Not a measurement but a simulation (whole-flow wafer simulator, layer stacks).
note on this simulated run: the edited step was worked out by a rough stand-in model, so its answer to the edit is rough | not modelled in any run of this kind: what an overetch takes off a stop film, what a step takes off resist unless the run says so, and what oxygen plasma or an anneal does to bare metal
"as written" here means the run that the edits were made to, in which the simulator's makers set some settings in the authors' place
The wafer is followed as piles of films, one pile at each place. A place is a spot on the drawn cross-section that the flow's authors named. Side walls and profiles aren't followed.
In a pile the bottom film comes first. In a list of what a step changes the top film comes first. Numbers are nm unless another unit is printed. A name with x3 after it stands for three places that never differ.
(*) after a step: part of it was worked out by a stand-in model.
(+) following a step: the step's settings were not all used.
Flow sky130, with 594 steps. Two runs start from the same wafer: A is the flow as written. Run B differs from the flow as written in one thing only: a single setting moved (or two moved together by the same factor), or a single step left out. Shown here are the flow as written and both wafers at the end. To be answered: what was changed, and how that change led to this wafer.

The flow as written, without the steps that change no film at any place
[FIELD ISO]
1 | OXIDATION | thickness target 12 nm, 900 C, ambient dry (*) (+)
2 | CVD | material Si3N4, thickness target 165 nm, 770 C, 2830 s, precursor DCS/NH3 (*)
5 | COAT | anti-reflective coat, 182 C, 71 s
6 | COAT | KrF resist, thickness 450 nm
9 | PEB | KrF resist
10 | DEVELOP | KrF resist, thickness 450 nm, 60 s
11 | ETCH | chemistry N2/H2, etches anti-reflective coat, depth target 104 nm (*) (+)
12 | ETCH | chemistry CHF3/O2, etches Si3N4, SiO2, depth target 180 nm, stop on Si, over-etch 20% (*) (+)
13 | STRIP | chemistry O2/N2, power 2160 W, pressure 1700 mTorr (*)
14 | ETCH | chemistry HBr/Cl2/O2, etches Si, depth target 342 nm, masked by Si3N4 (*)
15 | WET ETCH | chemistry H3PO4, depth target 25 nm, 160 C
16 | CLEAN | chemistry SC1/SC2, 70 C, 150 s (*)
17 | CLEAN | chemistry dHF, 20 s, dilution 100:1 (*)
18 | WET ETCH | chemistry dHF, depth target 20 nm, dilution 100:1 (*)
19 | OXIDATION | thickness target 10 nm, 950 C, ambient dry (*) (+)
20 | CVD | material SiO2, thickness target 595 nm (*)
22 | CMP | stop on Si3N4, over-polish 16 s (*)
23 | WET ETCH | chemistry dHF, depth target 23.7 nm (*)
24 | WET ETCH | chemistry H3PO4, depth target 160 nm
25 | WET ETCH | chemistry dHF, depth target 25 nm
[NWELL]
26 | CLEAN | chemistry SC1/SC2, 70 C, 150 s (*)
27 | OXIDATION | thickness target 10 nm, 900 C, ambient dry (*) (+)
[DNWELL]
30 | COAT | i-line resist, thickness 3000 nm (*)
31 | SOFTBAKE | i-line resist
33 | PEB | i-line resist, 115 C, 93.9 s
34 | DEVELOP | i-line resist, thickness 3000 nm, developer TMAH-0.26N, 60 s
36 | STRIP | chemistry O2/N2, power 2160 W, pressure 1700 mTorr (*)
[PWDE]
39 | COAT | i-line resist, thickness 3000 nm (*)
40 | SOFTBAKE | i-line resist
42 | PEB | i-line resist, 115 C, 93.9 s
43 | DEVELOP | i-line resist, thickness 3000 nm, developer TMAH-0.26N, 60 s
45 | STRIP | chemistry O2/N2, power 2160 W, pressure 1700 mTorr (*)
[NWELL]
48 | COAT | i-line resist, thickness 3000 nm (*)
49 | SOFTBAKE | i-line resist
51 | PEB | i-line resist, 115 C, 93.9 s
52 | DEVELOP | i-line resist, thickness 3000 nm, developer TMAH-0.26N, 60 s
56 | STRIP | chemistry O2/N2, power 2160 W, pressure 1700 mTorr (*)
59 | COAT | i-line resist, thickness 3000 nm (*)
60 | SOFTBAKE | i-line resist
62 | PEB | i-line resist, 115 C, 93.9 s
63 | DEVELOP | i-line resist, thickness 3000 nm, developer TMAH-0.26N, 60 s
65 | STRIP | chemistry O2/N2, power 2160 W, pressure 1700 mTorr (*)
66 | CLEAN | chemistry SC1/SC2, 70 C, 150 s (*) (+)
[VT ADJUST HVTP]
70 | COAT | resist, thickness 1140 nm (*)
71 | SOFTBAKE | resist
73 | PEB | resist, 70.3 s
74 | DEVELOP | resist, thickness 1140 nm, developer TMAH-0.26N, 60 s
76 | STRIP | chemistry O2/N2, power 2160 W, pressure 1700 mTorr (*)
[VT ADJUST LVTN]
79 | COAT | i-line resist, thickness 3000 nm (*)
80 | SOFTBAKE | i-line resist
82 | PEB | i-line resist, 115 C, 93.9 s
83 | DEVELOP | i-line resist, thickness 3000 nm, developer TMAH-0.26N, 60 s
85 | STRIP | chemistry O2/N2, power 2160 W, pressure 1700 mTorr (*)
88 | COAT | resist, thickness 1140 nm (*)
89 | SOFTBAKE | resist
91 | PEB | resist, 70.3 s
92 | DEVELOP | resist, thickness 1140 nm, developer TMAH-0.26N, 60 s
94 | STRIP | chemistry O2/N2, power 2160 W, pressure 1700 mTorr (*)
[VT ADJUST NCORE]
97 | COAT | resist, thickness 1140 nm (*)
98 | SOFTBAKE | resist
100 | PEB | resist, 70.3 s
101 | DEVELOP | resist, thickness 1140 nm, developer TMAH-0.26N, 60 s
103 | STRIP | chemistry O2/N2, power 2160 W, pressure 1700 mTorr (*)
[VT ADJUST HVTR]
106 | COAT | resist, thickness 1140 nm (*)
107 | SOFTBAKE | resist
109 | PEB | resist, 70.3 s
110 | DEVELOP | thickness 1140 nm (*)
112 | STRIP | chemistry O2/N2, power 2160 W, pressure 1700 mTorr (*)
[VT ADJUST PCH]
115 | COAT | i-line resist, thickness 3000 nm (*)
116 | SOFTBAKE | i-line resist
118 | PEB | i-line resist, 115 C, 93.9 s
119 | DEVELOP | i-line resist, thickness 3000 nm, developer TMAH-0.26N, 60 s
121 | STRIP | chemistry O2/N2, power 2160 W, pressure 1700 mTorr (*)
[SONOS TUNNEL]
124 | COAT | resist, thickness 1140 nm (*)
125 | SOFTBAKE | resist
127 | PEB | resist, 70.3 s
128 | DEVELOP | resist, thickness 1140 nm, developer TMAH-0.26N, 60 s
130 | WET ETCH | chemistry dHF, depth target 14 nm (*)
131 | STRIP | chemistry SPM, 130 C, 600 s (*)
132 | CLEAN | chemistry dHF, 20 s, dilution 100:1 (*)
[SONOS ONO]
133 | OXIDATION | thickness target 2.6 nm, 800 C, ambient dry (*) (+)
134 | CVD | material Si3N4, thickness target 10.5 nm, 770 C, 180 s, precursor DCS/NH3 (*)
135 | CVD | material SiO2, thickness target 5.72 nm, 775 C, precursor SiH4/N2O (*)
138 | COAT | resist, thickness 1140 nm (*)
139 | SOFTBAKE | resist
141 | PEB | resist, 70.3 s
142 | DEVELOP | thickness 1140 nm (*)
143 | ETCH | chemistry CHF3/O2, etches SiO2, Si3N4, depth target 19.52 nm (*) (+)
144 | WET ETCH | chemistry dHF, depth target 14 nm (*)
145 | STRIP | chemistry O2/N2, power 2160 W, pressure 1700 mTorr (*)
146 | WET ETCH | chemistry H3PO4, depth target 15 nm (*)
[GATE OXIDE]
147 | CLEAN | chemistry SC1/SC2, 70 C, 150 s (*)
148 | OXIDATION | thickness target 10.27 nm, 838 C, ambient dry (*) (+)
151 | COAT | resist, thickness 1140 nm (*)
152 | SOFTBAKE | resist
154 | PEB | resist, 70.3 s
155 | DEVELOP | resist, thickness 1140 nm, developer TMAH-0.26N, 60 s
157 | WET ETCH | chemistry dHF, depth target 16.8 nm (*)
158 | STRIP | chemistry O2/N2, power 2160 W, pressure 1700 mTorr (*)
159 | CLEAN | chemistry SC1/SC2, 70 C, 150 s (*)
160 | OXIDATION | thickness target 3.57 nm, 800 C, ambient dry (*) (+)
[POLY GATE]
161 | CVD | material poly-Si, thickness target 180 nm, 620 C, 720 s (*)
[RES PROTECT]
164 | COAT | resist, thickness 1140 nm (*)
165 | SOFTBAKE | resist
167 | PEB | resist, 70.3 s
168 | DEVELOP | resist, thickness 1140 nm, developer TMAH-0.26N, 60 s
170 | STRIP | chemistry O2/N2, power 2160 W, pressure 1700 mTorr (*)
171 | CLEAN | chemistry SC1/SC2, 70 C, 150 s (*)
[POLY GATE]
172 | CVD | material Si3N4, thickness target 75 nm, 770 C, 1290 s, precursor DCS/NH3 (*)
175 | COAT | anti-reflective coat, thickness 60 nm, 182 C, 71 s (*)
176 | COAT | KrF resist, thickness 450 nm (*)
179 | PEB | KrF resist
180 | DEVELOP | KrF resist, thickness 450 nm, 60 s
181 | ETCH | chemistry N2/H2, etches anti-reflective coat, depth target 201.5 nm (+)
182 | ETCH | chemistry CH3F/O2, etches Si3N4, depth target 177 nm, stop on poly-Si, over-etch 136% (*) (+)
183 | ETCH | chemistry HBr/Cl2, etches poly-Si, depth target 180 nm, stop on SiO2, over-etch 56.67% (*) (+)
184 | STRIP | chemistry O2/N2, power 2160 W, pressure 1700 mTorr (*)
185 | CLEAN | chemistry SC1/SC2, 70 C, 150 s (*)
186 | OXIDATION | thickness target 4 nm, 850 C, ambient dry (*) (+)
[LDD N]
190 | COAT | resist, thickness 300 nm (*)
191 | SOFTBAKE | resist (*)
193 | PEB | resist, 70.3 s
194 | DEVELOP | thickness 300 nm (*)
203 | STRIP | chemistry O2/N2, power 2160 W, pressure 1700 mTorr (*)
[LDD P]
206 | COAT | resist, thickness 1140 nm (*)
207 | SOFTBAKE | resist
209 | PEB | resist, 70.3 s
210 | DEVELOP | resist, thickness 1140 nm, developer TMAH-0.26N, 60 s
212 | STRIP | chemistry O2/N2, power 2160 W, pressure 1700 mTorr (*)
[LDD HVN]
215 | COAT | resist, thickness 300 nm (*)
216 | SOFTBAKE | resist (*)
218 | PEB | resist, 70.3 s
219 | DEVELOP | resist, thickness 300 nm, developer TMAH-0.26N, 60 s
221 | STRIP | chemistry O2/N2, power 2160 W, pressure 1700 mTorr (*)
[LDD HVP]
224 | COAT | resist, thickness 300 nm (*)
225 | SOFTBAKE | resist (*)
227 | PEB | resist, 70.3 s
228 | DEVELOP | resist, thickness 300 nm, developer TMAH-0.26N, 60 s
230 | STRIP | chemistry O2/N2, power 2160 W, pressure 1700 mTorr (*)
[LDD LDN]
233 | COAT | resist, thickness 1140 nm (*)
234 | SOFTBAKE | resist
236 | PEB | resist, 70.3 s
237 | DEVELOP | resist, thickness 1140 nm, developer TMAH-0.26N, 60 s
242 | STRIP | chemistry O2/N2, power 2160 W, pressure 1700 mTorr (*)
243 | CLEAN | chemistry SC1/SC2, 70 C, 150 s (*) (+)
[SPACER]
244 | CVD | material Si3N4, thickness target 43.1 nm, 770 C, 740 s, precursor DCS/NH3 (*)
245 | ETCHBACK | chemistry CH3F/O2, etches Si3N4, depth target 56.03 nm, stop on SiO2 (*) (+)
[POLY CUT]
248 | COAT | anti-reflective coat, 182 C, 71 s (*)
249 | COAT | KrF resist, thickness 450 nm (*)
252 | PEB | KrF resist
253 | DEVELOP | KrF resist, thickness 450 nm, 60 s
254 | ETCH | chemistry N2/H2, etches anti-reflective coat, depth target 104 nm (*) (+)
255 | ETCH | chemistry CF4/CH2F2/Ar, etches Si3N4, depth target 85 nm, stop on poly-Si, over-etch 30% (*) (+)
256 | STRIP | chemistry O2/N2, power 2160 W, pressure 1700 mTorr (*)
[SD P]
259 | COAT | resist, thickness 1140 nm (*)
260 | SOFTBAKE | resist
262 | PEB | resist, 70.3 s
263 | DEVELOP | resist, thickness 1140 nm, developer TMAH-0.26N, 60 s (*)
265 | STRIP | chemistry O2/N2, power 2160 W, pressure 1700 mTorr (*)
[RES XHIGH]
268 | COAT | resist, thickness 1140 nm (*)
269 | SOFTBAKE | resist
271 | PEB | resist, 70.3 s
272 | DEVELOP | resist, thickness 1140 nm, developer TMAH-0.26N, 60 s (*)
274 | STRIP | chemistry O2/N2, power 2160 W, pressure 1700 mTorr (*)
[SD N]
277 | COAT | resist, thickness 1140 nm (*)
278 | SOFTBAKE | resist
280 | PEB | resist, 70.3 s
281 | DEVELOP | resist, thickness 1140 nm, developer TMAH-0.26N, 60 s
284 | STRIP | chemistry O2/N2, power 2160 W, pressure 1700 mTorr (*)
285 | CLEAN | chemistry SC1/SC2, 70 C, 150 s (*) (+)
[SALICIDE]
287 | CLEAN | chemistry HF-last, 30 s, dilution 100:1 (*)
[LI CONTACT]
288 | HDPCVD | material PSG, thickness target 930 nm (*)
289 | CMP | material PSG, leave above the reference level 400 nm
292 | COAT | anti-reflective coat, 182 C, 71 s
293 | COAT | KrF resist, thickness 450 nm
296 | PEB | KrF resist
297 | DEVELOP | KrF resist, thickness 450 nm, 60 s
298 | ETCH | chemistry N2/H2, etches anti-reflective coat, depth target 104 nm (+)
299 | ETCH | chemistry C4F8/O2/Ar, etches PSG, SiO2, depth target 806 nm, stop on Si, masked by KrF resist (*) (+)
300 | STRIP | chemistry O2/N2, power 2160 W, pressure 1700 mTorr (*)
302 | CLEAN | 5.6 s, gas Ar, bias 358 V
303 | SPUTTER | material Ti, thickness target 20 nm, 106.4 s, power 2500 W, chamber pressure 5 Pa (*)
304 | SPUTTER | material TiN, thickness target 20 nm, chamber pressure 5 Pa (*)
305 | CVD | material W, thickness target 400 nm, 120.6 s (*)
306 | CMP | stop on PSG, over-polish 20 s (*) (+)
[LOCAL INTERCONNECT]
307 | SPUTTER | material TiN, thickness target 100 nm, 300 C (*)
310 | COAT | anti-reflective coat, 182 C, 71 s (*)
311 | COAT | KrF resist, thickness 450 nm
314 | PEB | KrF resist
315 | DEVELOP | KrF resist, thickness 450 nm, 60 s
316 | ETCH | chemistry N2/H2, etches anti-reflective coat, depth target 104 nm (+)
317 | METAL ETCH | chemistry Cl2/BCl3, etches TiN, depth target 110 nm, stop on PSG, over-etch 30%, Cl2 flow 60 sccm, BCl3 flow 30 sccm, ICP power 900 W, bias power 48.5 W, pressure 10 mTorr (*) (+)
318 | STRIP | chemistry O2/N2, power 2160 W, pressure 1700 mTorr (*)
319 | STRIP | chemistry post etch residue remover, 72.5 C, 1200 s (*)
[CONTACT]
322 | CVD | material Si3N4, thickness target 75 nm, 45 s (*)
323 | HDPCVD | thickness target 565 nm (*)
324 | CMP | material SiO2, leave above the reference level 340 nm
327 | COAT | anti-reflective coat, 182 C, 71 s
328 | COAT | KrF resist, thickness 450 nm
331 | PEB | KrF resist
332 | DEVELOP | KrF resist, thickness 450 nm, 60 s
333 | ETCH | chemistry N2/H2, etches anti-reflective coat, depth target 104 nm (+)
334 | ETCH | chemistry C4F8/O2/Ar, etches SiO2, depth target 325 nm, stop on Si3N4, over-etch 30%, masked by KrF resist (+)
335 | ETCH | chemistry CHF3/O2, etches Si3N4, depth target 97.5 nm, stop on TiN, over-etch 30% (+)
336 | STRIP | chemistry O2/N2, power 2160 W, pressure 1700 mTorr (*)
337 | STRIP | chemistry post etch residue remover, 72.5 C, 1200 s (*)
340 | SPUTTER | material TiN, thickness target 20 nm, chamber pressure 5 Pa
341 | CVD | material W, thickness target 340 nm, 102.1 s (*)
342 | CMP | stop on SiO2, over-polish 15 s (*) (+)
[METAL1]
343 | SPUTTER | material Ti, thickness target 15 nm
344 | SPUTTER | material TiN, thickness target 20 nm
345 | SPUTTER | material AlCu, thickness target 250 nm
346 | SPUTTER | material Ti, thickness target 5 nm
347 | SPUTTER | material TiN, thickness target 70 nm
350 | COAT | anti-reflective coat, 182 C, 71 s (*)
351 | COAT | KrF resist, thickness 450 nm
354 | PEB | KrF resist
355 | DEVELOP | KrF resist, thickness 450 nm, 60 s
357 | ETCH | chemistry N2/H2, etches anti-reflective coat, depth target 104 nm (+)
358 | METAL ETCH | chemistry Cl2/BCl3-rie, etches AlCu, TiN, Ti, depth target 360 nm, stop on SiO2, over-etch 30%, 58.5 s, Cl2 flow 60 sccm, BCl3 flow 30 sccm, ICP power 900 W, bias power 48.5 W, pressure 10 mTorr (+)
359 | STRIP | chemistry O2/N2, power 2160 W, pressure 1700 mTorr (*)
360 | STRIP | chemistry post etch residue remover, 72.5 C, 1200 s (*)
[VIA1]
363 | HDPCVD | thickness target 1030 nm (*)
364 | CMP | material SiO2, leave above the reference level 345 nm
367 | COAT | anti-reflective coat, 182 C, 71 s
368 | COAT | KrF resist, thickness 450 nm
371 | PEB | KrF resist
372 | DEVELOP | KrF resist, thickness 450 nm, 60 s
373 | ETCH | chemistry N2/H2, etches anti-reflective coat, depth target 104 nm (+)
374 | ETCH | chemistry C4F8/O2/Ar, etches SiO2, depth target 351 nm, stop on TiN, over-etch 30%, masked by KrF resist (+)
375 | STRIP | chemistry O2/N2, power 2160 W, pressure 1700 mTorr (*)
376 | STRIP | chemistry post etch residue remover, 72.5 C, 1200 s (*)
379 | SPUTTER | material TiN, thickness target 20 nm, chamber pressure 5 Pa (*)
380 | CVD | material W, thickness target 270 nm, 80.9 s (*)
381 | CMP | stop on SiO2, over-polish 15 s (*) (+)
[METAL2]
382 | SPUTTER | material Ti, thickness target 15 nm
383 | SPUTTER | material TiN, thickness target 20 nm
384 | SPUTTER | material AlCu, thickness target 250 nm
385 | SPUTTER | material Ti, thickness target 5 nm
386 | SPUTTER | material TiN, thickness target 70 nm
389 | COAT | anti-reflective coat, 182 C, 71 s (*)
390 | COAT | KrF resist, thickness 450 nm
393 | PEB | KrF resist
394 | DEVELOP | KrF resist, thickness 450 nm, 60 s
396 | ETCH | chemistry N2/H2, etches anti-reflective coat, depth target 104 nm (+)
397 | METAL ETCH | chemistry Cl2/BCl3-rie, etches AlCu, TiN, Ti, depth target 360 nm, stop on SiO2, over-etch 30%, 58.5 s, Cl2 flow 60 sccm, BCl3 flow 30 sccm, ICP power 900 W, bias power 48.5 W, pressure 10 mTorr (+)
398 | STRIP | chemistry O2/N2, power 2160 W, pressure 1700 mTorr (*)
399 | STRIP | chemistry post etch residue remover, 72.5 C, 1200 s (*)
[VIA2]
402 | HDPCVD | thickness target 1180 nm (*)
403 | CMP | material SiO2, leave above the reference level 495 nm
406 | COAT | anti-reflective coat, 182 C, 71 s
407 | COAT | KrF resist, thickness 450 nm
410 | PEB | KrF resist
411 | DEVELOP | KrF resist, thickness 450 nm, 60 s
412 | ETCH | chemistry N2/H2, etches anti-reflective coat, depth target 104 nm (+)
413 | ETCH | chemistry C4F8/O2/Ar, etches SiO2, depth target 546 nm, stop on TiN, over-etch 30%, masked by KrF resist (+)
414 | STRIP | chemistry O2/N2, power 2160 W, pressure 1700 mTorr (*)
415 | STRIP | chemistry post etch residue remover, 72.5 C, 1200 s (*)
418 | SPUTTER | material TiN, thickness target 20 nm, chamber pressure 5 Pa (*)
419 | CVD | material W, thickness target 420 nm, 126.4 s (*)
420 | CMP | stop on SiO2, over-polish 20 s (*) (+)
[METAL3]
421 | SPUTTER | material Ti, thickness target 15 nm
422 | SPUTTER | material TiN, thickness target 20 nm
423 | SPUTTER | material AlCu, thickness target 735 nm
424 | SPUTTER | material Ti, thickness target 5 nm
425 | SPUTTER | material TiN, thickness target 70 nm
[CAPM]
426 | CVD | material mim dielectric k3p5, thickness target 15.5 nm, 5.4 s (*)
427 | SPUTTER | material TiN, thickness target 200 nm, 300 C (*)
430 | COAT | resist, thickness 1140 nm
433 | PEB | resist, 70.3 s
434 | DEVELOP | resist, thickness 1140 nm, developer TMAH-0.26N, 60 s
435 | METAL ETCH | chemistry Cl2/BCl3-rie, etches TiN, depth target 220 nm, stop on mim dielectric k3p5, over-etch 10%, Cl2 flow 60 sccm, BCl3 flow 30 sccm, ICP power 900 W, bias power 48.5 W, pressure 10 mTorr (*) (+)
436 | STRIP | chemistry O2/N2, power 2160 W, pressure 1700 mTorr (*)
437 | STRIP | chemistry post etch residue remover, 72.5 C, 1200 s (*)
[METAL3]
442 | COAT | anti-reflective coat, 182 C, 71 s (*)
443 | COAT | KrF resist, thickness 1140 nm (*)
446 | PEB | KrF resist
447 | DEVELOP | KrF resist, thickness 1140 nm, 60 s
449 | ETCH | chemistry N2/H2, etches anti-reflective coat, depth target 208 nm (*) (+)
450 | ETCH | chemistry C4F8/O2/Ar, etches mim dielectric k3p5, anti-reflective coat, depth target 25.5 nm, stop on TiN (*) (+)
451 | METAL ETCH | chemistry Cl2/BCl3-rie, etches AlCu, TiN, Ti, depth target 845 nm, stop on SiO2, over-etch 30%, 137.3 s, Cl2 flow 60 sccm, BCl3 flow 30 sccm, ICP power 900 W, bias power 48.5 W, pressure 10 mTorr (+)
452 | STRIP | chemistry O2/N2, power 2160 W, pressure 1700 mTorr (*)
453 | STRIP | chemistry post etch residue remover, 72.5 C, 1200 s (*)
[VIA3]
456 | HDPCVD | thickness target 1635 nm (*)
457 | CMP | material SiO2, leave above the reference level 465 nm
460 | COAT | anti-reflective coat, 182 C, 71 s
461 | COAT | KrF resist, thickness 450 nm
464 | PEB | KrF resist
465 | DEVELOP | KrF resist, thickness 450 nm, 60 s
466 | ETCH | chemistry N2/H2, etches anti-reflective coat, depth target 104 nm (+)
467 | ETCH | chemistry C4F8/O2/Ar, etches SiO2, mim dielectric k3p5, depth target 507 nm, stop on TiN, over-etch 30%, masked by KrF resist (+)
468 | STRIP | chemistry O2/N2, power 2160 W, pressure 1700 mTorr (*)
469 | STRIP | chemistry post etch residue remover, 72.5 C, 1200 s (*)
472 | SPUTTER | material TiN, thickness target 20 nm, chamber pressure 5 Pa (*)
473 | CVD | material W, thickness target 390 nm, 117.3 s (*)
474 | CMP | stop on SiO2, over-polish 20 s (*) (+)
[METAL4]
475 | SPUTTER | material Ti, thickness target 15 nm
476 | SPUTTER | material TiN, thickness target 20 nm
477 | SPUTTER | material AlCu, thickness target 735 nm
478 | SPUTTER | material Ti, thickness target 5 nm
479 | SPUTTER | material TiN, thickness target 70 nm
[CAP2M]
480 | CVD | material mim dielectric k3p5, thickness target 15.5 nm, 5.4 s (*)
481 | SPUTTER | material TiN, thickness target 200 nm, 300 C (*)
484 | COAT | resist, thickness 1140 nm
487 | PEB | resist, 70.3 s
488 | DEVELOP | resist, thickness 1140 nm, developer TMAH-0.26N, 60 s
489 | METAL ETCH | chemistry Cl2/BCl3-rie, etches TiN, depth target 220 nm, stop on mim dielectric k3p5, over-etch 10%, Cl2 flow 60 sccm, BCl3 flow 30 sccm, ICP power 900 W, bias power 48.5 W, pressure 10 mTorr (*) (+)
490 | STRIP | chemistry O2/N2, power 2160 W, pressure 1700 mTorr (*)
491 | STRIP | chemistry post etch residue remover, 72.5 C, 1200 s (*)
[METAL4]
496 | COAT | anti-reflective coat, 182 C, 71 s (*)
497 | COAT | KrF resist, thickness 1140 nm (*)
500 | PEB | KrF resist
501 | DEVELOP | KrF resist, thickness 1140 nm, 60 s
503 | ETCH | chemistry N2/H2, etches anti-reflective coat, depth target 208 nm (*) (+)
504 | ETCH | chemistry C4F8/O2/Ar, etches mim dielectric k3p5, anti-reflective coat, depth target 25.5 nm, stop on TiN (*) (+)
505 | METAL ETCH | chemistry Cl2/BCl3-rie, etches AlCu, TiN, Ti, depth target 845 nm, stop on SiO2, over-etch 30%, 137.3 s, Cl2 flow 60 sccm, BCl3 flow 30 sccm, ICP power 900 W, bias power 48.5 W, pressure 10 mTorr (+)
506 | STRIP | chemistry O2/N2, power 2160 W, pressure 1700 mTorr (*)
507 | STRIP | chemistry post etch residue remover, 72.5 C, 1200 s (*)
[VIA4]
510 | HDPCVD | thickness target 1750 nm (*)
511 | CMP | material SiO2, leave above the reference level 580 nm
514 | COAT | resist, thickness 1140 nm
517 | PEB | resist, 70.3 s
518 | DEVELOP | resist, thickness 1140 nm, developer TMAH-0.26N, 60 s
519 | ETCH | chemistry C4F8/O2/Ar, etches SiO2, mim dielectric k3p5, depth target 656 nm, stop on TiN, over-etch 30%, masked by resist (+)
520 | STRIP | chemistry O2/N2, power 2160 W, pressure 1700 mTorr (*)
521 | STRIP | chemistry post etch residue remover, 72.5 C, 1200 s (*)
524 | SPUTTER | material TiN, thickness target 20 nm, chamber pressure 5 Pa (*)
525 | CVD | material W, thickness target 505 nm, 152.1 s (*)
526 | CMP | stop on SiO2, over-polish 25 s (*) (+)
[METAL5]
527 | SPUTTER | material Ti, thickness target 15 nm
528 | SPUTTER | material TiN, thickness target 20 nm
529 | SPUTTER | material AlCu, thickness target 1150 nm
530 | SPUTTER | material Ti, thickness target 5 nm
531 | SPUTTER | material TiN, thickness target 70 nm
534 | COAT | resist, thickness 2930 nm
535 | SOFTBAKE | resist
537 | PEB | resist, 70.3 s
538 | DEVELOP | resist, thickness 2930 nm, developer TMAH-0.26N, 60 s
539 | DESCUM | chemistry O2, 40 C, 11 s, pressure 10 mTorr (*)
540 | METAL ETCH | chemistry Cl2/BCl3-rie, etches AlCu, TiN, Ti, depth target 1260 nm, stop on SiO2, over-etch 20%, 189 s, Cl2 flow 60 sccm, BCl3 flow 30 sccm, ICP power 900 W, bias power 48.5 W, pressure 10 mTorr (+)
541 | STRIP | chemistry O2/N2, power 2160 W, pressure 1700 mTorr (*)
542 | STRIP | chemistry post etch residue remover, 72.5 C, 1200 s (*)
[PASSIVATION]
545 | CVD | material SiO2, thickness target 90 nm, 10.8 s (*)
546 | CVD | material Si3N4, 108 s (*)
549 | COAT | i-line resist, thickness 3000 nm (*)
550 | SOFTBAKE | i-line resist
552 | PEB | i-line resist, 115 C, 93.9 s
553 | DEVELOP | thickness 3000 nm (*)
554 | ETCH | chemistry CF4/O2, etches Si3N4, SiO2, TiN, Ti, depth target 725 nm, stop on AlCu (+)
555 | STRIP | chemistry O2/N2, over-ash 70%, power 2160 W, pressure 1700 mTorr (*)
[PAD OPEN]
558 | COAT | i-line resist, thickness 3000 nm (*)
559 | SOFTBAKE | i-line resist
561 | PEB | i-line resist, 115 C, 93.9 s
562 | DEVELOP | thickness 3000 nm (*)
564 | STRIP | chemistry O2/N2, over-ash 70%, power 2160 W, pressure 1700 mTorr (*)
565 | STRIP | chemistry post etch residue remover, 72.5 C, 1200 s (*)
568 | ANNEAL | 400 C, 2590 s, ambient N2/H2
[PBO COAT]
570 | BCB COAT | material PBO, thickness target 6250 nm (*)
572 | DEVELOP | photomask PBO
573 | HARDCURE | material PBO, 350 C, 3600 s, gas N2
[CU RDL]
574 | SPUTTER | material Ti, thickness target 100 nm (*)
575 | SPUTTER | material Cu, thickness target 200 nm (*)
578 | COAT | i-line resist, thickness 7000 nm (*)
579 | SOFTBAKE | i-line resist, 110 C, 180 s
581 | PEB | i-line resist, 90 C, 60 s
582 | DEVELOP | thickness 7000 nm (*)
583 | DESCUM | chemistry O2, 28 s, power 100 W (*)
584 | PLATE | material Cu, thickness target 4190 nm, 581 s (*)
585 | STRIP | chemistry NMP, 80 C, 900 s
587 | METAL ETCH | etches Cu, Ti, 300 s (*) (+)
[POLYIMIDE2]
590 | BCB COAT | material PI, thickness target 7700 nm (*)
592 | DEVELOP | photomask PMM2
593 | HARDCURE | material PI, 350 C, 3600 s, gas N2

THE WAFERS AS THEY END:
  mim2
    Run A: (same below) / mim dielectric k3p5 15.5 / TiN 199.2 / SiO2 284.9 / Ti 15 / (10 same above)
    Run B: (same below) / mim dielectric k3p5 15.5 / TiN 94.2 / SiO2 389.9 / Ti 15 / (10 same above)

The reason: step 481, SPUTTER: thickness target 95 nm was run, whereas the flow has thickness target 200 nm.

How this came from the change, step by step:
  481 | SPUTTER | material TiN, thickness target 200 nm, 300 C (*)
      field, active, n_well and 189 more: A TiN gains 200 (new film) | B TiN gains 95 (new film)
  489 | METAL ETCH | chemistry Cl2/BCl3-rie, etches TiN, depth target 220 nm, stop on mim dielectric k3p5, over-etch 10%, Cl2 flow 60 sccm, BCl3 flow 30 sccm, ICP power 900 W, bias power 48.5 W, pressure 10 mTorr (*) (+)
      field, active, n_well and 188 more: A TiN loses 200 (all of it) | B TiN loses 95 (all of it)
      mim2: A resist loses 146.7 | B resist loses 69.7
  490 | STRIP | chemistry O2/N2, power 2160 W, pressure 1700 mTorr (*)
      mim2: A resist loses 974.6 (all of it) | B resist loses 1051.6 (all of it)
  496 | COAT | anti-reflective coat, 182 C, 71 s (*)
      iso_guard__w2: A anti-reflective coat gains 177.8 (new film) | B anti-reflective coat gains 113 (new film)
      mim2: A anti-reflective coat gains 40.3 (new film) | B anti-reflective coat gains 33 (new film)
  497 | COAT | KrF resist, thickness 1140 nm (*)
      iso_guard__w2: A KrF resist gains 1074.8 (new film) | B KrF resist gains 1118.6 (new film)
      mim2: A KrF resist gains 1018.9 (new film) | B KrF resist gains 1105.6 (new film)
  506 | STRIP | chemistry O2/N2, power 2160 W, pressure 1700 mTorr (*)
      iso_guard__w2: A KrF resist loses 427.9 (all of it), anti-reflective coat loses 177.8 (all of it) | B KrF resist loses 471.6 (all of it), anti-reflective coat loses 113 (all of it)
      mim2: A KrF resist loses 372.1 (all of it), anti-reflective coat loses 40.3 (all of it) | B KrF resist loses 458.6 (all of it), anti-reflective coat loses 33 (all of it)
  511 | CMP | material SiO2, leave above the reference level 580 nm
      mim2: A SiO2 loses 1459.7 | B SiO2 loses 1354.7
